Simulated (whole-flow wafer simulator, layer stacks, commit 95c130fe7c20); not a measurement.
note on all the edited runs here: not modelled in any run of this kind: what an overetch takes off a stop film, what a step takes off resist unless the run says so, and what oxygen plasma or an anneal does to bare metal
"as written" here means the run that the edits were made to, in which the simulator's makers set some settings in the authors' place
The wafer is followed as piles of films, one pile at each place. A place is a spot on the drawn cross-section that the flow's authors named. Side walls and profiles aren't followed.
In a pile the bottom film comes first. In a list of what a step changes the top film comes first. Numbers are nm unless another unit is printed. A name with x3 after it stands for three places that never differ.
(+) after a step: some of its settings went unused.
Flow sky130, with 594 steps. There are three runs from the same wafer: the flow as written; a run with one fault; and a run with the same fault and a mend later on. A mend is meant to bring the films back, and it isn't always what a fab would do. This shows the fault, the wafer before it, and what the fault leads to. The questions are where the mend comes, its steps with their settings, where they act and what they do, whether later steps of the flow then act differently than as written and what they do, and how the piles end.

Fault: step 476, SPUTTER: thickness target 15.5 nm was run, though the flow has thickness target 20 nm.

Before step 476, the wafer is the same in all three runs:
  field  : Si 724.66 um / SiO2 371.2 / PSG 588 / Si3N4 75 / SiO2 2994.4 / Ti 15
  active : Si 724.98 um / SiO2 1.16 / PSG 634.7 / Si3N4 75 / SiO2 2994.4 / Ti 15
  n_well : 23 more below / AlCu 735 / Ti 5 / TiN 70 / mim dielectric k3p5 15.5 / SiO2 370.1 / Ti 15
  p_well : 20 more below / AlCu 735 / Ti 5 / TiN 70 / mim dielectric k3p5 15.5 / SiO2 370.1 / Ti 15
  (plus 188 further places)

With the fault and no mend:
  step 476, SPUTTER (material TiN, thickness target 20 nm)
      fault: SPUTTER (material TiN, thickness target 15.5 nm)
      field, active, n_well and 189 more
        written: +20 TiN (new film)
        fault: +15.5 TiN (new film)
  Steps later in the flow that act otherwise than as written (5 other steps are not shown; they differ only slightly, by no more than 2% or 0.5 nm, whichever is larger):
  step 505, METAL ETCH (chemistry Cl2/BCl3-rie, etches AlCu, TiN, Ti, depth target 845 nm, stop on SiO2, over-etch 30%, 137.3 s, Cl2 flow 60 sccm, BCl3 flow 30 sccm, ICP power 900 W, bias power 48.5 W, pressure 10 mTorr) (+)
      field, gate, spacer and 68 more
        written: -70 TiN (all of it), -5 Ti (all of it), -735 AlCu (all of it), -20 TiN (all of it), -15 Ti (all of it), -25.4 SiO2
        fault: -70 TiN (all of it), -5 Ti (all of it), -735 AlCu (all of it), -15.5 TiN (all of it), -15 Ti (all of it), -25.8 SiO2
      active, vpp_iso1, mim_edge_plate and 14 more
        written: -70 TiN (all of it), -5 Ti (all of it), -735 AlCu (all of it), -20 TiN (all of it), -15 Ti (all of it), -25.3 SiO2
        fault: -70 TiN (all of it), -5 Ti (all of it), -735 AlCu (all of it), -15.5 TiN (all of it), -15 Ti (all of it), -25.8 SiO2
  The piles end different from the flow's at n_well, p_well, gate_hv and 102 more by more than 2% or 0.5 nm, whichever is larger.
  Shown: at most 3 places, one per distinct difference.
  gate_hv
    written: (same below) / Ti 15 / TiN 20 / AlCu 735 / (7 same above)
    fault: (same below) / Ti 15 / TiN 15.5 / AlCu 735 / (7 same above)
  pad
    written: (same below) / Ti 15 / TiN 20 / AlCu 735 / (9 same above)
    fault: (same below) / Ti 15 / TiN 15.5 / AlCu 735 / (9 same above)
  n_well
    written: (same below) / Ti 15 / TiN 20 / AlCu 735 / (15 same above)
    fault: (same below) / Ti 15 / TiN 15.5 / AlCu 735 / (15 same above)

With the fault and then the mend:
  The mend follows step 476.
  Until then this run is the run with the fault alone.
  step 476a, SPUTTER (material TiN, thickness target 4.5 nm) (the flow's step 476, run once more with other settings)
      field, active, n_well and 189 more
        +4.5 TiN
  Later steps of the flow that are run all act as written at every place that is followed.
  The piles end the same as the flow's at every place that both follow.
